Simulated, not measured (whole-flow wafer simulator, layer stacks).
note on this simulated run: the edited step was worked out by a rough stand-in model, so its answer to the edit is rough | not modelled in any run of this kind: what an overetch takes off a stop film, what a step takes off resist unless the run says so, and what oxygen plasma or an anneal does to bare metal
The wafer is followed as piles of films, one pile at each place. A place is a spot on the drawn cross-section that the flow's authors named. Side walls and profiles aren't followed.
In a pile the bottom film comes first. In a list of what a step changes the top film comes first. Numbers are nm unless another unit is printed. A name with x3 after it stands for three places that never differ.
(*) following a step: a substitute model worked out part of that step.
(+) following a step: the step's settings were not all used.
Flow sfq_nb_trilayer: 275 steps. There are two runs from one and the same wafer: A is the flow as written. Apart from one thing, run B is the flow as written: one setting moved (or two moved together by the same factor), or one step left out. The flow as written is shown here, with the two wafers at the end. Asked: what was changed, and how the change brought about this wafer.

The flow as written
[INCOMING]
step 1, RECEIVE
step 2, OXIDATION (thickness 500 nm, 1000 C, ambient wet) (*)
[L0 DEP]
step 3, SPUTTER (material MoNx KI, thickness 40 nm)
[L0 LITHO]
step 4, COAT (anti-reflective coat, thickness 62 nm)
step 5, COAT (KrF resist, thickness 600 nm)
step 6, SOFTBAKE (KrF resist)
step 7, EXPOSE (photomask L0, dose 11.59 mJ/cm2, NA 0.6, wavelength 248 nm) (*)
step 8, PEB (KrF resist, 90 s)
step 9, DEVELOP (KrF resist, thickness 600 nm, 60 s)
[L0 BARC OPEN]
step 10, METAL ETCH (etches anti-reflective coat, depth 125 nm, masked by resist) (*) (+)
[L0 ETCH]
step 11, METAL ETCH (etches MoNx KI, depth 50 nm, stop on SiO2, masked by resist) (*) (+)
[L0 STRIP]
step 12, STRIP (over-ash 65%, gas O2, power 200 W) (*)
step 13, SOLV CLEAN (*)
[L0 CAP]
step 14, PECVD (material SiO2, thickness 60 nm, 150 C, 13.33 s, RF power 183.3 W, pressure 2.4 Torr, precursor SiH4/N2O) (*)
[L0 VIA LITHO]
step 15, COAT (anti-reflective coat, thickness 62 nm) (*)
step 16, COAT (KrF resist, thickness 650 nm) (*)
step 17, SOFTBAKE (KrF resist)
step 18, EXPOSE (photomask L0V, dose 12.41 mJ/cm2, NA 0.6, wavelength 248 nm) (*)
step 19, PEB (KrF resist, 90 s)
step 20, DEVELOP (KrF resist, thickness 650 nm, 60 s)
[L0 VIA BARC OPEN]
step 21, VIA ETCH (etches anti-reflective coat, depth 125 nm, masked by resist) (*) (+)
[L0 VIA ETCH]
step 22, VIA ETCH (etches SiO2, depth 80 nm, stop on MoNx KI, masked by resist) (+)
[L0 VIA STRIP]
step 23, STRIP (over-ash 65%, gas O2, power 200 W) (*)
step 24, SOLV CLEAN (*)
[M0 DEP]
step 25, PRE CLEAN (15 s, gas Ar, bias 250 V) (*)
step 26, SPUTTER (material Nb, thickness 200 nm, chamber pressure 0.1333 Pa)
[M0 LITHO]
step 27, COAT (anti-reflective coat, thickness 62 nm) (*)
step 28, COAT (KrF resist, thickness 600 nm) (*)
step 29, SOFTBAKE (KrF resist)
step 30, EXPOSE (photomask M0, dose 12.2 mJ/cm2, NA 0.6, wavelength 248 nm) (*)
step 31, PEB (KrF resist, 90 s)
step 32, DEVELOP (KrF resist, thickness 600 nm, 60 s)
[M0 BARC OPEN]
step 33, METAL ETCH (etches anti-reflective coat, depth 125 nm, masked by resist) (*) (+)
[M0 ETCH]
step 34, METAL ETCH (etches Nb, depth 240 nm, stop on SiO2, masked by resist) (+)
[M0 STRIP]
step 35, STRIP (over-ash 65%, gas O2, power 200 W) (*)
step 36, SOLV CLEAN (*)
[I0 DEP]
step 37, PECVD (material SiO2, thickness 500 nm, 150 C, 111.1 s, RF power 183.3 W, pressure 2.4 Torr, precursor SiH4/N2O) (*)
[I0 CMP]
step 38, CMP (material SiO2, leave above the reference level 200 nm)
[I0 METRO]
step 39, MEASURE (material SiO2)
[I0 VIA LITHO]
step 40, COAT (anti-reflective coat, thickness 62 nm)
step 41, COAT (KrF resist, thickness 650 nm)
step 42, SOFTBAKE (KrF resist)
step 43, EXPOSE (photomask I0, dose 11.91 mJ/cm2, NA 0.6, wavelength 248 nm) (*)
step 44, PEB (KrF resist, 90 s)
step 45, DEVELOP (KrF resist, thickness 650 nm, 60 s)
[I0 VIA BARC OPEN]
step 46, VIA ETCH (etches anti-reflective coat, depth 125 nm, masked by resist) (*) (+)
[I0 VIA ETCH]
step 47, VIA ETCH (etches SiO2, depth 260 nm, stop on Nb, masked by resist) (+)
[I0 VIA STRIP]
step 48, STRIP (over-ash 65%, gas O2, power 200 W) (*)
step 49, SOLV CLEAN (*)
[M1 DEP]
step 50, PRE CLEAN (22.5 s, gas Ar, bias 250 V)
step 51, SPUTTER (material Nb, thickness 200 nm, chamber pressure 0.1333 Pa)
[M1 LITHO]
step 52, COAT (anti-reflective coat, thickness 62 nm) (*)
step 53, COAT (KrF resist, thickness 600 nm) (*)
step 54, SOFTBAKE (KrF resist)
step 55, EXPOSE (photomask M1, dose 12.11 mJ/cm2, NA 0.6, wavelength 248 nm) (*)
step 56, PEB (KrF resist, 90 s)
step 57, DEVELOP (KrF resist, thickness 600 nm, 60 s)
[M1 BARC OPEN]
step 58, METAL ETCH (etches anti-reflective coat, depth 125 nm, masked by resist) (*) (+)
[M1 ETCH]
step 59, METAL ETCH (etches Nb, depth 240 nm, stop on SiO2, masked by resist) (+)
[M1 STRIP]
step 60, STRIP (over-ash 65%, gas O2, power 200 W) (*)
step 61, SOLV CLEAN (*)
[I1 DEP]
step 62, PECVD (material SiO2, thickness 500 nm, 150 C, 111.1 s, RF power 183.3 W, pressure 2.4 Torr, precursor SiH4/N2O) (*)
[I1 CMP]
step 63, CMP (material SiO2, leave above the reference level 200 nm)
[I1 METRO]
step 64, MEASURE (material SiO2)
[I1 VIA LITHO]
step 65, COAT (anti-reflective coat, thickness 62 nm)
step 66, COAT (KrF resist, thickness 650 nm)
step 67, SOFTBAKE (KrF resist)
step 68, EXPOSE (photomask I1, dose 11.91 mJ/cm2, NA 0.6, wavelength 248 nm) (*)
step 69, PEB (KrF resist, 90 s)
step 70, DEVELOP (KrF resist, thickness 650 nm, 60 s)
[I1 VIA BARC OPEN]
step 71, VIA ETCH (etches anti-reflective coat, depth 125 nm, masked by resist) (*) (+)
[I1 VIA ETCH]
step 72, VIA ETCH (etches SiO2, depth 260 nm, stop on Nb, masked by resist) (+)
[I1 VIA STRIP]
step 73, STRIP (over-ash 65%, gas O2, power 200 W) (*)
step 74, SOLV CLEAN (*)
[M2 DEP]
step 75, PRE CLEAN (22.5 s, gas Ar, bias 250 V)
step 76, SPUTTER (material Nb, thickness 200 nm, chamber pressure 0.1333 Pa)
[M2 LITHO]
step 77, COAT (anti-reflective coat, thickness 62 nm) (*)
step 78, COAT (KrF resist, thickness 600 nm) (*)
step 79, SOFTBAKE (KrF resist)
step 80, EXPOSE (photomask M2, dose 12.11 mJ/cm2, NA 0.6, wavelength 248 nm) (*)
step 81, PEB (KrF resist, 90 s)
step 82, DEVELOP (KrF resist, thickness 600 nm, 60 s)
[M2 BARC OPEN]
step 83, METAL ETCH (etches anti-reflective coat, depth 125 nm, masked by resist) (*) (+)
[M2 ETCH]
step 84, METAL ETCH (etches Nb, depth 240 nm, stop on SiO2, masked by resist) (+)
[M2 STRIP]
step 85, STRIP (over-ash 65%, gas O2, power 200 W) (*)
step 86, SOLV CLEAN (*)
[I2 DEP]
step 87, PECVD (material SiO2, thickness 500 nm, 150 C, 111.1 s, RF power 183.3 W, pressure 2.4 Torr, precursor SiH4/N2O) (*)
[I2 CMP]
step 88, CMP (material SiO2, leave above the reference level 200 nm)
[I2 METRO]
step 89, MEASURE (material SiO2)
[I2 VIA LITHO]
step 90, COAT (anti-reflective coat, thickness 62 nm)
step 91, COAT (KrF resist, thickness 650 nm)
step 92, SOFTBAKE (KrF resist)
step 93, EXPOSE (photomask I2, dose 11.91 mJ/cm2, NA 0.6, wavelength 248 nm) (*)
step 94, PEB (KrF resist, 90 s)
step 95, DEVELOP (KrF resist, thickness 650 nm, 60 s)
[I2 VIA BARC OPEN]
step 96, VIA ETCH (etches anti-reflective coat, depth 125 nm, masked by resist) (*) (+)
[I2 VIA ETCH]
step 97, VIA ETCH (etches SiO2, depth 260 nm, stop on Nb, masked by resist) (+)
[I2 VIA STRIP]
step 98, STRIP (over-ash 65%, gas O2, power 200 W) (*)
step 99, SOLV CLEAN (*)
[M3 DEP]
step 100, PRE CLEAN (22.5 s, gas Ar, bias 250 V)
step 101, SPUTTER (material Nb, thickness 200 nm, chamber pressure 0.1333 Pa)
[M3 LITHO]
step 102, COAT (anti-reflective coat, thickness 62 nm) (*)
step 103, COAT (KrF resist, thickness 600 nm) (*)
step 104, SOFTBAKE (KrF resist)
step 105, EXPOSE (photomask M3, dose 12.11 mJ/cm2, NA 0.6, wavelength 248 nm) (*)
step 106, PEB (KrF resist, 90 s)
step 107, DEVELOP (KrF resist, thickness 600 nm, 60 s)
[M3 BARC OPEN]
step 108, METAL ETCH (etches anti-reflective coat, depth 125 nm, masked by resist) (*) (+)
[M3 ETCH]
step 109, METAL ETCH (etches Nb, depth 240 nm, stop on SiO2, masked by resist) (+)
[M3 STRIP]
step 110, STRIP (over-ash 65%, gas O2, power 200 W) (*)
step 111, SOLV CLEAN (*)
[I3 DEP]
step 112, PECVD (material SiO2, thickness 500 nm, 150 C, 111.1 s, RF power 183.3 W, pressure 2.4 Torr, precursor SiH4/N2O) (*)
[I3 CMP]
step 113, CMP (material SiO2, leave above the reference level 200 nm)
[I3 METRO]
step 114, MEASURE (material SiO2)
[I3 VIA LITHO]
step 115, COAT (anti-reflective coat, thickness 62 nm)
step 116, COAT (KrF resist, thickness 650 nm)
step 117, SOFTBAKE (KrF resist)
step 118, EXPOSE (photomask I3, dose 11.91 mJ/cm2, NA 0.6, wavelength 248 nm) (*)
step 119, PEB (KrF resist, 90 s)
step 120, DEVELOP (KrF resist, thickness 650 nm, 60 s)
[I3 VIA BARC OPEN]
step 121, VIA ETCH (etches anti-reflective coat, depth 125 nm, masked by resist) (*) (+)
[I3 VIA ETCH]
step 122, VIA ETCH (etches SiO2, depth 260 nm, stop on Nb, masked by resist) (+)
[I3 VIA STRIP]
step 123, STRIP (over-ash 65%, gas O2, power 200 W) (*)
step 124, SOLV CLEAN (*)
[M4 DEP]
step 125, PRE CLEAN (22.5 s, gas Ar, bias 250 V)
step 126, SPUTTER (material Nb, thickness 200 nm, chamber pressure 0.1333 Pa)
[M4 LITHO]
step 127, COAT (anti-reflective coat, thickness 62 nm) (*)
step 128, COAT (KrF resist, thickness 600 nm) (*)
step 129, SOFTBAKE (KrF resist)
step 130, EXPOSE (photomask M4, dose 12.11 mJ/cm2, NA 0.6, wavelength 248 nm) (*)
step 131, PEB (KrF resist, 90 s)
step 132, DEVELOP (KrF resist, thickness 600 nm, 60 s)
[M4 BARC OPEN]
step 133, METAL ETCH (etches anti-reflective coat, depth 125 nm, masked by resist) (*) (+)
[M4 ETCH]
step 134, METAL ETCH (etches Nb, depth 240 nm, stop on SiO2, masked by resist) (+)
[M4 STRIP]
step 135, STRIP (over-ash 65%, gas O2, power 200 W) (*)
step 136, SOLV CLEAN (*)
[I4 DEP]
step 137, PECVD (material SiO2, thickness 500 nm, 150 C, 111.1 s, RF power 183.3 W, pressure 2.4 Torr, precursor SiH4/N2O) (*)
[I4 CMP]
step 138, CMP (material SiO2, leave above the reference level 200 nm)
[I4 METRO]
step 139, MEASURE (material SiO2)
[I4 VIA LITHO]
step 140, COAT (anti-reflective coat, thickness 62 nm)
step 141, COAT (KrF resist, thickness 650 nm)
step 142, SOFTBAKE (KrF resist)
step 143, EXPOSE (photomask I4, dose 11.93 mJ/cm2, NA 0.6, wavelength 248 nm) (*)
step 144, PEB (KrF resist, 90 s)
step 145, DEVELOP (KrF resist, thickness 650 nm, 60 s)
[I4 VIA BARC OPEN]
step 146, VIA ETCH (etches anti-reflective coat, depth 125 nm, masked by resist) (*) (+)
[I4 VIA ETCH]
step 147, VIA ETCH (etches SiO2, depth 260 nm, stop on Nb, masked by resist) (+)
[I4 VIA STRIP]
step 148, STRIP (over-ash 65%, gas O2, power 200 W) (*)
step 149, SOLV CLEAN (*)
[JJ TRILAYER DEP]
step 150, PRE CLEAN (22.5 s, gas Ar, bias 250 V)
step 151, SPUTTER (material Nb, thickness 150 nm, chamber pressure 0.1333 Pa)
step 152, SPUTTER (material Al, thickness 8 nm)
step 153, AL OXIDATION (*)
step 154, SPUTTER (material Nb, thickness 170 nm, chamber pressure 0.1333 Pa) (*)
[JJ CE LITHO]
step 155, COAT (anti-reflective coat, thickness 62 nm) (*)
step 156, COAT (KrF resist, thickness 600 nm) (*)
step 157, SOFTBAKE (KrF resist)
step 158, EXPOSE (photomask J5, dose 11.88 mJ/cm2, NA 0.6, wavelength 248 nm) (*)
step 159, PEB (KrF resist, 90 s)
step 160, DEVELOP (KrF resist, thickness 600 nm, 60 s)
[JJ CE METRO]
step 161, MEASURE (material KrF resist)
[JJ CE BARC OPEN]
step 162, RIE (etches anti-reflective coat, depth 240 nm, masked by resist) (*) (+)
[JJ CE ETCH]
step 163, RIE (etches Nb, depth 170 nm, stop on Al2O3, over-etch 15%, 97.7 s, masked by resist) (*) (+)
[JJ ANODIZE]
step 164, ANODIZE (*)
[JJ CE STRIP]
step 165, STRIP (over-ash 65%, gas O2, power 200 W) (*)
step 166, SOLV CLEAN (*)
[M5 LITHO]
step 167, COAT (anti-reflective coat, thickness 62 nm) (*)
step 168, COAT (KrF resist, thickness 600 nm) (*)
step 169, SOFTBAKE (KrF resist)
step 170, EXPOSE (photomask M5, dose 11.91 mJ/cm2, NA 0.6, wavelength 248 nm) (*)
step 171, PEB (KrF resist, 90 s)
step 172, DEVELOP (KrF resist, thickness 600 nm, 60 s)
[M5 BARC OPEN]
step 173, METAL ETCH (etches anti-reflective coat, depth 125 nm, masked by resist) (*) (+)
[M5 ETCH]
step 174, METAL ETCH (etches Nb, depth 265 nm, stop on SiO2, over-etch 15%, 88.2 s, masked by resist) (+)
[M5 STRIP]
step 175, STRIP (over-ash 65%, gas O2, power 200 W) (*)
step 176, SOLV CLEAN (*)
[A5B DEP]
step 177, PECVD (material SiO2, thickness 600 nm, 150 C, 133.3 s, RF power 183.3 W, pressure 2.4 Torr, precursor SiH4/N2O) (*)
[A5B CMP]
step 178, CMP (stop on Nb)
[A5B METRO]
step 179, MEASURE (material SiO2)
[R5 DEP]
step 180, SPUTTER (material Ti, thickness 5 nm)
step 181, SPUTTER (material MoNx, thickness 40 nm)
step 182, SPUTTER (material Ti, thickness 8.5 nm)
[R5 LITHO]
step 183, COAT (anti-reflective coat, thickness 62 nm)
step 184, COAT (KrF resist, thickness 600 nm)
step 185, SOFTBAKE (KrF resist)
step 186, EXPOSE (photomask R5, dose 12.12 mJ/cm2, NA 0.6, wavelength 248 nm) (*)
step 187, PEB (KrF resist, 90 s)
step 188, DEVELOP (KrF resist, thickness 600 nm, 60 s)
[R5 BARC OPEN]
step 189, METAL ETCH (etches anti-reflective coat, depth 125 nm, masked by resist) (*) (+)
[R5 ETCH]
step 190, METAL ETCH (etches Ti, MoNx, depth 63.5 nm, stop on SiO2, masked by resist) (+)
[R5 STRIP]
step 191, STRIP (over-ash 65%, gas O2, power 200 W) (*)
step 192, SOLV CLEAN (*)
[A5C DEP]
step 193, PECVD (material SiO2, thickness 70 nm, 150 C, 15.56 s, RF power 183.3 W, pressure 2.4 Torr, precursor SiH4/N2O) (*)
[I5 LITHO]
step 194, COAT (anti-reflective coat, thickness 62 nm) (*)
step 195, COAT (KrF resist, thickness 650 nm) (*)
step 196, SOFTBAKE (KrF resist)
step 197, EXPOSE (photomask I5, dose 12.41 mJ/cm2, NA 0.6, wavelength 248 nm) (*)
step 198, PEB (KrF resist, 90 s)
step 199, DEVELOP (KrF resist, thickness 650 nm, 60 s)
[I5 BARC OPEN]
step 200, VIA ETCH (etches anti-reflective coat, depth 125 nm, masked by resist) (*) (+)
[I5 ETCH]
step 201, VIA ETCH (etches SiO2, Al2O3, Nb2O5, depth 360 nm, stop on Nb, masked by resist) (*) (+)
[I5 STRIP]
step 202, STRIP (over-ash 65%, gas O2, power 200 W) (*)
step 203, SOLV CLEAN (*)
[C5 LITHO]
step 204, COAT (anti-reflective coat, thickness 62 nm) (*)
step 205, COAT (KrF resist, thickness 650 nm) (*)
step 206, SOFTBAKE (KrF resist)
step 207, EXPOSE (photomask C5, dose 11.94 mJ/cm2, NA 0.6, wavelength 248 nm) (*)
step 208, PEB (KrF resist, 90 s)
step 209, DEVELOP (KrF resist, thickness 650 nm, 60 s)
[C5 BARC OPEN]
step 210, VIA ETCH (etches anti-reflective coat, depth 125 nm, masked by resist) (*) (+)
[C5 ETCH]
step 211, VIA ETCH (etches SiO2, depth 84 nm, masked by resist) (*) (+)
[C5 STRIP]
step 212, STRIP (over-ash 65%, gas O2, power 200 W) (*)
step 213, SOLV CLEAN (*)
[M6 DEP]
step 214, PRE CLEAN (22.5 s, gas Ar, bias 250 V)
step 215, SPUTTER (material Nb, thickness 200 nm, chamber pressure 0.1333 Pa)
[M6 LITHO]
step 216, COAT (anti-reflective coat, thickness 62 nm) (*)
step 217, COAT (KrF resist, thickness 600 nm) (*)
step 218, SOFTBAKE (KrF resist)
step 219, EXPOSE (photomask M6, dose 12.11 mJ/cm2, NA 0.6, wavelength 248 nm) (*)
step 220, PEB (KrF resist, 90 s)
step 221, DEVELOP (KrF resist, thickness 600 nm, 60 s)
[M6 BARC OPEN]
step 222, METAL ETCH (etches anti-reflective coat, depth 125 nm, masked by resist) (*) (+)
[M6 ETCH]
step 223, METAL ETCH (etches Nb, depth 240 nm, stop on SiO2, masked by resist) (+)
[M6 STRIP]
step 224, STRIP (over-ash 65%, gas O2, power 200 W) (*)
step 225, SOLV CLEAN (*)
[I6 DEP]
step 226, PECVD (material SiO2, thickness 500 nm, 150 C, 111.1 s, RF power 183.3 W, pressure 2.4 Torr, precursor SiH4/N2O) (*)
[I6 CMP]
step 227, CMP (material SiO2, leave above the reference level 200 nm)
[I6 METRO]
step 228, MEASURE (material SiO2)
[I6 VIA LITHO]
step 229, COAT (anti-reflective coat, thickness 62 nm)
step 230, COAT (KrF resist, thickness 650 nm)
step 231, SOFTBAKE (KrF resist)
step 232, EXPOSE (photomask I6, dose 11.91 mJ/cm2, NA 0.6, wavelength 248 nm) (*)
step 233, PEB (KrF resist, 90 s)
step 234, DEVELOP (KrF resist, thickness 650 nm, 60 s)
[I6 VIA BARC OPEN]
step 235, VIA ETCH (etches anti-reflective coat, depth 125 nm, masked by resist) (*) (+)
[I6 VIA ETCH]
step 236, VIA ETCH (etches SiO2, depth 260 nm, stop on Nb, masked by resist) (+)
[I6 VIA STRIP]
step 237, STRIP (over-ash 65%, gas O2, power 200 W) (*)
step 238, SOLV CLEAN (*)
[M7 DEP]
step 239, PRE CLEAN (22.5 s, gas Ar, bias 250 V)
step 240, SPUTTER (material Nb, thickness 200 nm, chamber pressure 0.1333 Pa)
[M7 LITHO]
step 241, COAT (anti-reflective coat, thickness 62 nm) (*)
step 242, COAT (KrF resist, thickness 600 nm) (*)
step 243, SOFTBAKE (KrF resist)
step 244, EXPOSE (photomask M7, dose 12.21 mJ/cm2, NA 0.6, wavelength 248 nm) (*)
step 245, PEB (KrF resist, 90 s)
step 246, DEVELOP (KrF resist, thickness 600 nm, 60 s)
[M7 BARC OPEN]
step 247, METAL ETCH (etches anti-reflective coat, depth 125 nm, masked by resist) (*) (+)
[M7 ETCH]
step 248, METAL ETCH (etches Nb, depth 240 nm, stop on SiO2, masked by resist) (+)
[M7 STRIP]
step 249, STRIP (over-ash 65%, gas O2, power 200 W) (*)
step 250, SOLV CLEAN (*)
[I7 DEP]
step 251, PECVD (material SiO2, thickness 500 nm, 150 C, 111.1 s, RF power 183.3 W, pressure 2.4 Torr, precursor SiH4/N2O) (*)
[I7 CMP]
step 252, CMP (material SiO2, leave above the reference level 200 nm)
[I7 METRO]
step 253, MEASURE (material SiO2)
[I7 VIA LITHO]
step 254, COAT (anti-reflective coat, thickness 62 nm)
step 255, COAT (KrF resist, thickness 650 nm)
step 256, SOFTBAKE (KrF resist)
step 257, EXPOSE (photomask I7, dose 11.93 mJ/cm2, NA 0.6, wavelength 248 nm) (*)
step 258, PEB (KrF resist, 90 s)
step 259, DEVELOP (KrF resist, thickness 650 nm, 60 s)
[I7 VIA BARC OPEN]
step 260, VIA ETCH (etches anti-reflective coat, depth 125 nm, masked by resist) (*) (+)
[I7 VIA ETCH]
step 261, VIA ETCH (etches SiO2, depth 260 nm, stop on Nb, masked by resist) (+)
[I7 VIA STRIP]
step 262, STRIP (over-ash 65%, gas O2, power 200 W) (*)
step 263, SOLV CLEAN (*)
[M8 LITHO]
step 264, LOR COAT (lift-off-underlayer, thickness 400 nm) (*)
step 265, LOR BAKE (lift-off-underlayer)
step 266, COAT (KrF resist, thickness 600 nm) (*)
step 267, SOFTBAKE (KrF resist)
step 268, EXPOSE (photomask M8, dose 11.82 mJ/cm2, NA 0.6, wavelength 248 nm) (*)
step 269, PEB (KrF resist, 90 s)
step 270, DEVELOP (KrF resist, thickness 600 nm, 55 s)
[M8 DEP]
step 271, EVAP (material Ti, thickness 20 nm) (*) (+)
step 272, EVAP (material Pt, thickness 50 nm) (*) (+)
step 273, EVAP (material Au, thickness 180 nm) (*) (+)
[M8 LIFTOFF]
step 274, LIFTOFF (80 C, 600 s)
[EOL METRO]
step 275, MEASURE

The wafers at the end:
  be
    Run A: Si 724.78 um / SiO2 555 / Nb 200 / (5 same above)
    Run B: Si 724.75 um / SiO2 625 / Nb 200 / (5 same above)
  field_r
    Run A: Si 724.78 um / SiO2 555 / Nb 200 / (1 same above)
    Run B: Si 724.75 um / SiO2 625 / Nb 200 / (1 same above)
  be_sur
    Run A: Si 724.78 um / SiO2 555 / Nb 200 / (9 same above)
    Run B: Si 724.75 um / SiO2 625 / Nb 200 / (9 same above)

Cause: step 2, OXIDATION: thickness 570 nm was run, though the flow has thickness 500 nm.

The path from the change to this, step by step:
  step 2, OXIDATION (thickness 500 nm, 1000 C, ambient wet) (*)
      field_l, v_sur, via_wl and 103 more: A +500 SiO2 (new film), -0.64 chemical SiO2 (all of it), -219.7 Si | B +570 SiO2 (new film), -0.64 chemical SiO2 (all of it), -250.5 Si
